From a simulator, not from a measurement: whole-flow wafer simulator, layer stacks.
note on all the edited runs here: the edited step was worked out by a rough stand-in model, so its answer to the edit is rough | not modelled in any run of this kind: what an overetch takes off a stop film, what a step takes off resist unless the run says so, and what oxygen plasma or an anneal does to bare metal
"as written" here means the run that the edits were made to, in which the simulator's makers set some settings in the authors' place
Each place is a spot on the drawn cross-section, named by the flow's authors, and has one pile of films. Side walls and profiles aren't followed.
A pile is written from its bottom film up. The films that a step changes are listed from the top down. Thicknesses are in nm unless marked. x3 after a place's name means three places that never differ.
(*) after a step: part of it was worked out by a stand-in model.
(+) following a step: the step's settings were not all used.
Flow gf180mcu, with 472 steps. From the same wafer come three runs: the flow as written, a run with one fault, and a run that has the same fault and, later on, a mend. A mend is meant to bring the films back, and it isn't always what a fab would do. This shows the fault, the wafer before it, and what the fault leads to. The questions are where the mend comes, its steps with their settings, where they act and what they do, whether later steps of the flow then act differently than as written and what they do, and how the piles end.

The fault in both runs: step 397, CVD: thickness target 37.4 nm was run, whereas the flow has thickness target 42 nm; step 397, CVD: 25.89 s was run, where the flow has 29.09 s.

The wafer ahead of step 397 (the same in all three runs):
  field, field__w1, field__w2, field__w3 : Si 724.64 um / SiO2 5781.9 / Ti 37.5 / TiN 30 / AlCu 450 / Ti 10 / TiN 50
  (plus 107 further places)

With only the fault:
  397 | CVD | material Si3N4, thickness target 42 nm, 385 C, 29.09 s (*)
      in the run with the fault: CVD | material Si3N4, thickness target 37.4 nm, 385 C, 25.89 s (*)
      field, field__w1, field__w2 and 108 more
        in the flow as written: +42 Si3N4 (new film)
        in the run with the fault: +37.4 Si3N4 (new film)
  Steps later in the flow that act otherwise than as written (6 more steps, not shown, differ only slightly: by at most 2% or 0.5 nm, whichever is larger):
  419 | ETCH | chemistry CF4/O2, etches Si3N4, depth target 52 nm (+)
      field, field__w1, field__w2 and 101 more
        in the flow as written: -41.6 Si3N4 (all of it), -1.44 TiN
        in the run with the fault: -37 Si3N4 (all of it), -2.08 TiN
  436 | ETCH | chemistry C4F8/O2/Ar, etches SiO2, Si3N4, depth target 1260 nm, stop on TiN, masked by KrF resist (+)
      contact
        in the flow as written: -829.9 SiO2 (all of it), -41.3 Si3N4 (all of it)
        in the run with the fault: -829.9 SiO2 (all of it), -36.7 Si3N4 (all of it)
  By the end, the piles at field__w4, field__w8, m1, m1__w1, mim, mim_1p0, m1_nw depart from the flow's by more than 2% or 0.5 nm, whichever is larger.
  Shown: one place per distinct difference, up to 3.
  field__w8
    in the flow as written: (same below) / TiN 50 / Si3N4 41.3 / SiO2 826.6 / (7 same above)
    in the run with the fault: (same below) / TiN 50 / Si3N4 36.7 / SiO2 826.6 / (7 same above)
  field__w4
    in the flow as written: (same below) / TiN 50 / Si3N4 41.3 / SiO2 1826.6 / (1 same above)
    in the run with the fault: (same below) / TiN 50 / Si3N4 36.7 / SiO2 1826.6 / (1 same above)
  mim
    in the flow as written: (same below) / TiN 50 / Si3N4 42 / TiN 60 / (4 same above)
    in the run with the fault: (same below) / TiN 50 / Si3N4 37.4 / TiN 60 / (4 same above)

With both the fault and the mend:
  The mend follows step 397.
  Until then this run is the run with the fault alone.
  397a | CVD | material Si3N4, thickness target 4.6 nm, 385 C, 3.186 s (the flow's step 397 again, with other settings)
      field, field__w1, field__w2 and 108 more
        +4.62 Si3N4
  None of the later steps of the flow acts differently than as written at any place that is followed.
  The piles end only slightly different from the flow's at the places that both follow, by no more than 2% or 0.5 nm, whichever is larger.
